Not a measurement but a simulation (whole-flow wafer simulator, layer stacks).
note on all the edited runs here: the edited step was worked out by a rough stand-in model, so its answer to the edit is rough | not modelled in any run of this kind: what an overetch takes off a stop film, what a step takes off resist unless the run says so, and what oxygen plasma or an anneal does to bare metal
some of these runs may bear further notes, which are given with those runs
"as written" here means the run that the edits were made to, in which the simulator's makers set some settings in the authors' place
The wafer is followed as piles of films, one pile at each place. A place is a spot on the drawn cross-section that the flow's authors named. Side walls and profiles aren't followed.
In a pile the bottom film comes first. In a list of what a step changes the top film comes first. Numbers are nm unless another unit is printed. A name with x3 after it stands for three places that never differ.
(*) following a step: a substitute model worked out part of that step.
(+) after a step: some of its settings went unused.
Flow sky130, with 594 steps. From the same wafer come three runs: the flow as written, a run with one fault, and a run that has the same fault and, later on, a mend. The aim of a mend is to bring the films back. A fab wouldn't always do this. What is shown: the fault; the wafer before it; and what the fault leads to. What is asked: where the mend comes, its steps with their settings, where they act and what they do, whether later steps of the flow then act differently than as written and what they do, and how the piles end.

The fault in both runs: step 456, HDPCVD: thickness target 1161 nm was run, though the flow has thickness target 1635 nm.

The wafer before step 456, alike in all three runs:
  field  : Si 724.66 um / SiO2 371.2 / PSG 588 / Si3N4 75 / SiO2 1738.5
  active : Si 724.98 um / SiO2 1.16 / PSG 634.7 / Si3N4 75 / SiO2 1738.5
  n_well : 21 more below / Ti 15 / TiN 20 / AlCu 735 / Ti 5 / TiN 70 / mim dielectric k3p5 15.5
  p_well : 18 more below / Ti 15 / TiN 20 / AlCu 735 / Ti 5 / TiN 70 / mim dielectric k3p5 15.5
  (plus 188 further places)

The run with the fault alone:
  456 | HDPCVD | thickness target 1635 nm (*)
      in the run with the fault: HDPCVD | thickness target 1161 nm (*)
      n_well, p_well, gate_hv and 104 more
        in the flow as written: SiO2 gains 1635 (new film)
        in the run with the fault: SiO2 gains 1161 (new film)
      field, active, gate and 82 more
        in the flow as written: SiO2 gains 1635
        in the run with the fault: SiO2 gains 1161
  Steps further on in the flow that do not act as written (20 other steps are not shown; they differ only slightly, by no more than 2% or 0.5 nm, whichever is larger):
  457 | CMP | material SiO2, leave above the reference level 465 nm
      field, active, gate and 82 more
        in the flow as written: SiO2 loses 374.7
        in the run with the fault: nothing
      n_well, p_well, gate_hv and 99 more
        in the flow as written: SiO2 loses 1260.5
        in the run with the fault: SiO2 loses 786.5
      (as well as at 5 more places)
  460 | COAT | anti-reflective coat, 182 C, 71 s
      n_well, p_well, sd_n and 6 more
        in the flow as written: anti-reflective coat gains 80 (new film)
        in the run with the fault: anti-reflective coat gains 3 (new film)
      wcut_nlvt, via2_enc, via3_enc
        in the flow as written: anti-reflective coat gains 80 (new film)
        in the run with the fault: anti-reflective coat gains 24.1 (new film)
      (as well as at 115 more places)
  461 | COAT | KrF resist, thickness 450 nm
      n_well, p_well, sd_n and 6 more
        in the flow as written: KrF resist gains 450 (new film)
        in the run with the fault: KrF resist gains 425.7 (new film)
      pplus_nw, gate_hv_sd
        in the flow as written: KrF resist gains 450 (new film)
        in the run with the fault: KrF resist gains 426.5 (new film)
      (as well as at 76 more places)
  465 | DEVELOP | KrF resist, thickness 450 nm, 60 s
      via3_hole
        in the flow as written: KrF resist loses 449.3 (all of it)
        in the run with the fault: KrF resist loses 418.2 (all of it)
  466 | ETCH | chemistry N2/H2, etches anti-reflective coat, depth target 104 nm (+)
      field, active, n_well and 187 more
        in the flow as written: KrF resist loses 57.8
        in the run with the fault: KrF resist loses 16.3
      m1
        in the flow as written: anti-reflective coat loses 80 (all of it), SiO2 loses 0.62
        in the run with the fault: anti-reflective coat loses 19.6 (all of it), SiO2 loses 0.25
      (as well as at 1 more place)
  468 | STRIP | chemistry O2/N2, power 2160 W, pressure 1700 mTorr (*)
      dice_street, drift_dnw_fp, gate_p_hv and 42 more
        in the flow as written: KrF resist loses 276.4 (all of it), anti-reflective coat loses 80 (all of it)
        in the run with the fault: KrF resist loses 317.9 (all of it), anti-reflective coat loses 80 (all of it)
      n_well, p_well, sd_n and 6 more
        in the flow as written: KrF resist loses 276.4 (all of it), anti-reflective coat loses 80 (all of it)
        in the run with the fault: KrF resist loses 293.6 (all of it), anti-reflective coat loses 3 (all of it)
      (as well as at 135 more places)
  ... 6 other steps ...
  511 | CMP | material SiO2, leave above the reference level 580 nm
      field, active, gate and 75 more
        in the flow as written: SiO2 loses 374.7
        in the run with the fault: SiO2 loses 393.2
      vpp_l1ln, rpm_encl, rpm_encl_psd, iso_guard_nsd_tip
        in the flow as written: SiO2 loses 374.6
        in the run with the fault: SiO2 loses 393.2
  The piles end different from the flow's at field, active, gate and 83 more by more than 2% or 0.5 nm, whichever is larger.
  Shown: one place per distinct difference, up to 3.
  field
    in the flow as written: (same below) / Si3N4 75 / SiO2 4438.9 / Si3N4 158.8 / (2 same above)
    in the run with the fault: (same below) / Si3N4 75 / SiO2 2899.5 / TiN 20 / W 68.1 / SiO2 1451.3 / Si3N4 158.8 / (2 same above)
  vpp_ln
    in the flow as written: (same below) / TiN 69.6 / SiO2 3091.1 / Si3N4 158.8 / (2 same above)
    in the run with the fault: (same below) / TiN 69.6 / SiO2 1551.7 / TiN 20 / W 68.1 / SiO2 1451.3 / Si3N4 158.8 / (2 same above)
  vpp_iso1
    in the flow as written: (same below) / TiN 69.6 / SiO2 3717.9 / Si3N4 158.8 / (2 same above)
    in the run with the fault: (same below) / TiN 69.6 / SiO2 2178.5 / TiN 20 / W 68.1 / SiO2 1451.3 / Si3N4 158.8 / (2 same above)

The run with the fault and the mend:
  The mend follows step 456.
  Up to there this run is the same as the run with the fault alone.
  456a | HDPCVD | thickness target 474 nm (*) (the flow's step 456 again, with other settings)
      field, active, n_well and 189 more
        SiO2 gains 474
  Every later step of the flow that is run acts as written at every place that is followed.
  The piles end the same as the flow's at every place that both follow.
